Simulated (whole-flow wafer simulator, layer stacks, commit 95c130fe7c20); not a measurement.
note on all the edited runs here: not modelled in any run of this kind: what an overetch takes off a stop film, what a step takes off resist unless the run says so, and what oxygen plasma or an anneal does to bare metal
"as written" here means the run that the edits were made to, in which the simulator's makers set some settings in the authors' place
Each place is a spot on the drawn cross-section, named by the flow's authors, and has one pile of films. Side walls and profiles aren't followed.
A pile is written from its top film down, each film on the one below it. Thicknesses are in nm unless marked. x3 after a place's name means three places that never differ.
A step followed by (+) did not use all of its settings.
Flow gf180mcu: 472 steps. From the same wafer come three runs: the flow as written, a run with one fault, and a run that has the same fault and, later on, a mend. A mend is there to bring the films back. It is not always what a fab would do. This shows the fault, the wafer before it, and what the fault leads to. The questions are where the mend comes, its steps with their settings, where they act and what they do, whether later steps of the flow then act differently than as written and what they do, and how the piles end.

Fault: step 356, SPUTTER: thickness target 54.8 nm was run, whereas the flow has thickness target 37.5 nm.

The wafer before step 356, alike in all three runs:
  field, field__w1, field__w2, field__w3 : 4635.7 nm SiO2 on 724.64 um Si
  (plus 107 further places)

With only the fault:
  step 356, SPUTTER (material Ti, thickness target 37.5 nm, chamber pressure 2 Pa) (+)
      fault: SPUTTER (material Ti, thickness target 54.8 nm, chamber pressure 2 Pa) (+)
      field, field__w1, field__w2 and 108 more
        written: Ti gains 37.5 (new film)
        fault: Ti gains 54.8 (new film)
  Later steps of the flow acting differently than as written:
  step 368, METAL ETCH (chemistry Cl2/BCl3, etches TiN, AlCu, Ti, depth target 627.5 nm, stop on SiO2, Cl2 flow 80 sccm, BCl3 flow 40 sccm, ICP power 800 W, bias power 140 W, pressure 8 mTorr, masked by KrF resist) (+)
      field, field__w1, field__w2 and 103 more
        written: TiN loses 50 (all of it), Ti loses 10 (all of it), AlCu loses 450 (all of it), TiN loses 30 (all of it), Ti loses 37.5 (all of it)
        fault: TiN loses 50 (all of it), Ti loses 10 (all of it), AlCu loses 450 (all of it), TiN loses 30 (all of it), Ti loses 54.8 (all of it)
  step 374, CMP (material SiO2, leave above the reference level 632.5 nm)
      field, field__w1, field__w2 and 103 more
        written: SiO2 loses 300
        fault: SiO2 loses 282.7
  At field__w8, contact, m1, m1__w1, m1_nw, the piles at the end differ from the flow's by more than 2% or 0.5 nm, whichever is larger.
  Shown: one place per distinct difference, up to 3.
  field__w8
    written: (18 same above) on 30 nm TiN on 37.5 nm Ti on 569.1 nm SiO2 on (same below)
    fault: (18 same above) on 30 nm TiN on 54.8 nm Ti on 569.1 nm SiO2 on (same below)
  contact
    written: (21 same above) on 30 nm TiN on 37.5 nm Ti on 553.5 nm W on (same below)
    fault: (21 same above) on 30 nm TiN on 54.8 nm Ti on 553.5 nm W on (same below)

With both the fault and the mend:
  The mend stands after step 356.
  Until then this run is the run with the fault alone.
  step 356a, METAL ETCH (chemistry Cl2/BCl3, etches TiN, AlCu, Ti, depth target 17.3 nm, Cl2 flow 80 sccm, BCl3 flow 40 sccm, ICP power 800 W, bias power 140 W, pressure 8 mTorr) (the flow's step 260, run once more with other settings)
      field, field__w1, field__w2 and 108 more
        Ti loses 17.3
  Later steps of the flow that are run all act as written at every place that is followed.
  By the end, the piles equal the flow's at every place that both follow.
